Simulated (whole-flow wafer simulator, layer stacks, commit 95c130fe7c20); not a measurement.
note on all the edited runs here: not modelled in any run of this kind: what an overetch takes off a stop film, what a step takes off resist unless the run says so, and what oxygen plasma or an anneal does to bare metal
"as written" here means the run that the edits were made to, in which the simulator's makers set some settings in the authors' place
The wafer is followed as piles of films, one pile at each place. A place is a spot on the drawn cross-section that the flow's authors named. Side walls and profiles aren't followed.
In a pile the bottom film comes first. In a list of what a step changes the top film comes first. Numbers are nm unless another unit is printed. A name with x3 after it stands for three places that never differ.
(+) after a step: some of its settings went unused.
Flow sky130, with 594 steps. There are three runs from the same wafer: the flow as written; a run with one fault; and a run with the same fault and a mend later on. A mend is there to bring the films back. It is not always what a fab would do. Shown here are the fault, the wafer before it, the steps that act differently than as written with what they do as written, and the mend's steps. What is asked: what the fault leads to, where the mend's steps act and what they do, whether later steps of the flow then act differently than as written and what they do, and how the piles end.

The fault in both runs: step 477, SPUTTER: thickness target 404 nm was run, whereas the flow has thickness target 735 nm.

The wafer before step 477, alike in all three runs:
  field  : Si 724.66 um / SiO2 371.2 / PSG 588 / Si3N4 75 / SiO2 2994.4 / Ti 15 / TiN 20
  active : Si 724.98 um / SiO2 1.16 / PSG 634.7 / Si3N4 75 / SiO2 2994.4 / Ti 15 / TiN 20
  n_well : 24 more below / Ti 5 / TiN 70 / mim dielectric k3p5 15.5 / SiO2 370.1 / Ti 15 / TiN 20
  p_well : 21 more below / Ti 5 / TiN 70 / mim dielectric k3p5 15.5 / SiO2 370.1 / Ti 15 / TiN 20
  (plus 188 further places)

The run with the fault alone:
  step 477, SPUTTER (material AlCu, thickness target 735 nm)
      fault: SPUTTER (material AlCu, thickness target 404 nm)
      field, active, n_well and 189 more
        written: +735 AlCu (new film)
        fault: +404 AlCu (new film)
  Later steps of the flow acting differently than as written (not shown: 15 more steps that differ only slightly, by at most 2% or 0.5 nm, whichever is larger):
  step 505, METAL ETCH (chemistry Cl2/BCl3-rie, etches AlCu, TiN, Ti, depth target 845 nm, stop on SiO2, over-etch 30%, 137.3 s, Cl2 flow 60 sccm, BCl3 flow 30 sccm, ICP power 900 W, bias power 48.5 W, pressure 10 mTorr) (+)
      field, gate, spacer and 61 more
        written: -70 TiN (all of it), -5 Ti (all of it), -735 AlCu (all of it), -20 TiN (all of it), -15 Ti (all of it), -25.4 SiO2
        fault: -70 TiN (all of it), -5 Ti (all of it), -404 AlCu (all of it), -20 TiN (all of it), -15 Ti (all of it), -58.4 SiO2
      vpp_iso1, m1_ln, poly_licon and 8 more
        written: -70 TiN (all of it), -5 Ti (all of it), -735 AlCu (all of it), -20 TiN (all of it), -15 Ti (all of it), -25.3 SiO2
        fault: -70 TiN (all of it), -5 Ti (all of it), -404 AlCu (all of it), -20 TiN (all of it), -15 Ti (all of it), -58.4 SiO2
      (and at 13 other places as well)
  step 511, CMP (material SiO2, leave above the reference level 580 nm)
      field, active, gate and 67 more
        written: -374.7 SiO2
        fault: -672.6 SiO2
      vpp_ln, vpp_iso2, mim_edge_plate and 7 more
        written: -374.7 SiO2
        fault: -672.5 SiO2
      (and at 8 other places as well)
  The piles end different from the flow's at field, active, n_well and 190 more by more than 2% or 0.5 nm, whichever is larger.
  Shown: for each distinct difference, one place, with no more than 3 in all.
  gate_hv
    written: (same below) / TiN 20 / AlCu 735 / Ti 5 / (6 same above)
    fault: (same below) / TiN 20 / AlCu 404 / Ti 5 / (6 same above)
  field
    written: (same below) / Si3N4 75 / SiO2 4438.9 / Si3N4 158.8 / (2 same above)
    fault: (same below) / Si3N4 75 / SiO2 4107.9 / Si3N4 158.8 / (2 same above)
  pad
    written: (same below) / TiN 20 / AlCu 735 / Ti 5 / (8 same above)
    fault: (same below) / TiN 20 / AlCu 404 / Ti 5 / (8 same above)

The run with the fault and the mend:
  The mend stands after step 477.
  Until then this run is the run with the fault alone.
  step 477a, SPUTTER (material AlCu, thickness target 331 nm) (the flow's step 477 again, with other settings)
      field, active, n_well and 189 more
        +331 AlCu
  Every later step of the flow that is run acts as written at every place that is followed.
  The piles end the same as the flow's at every place that both follow.
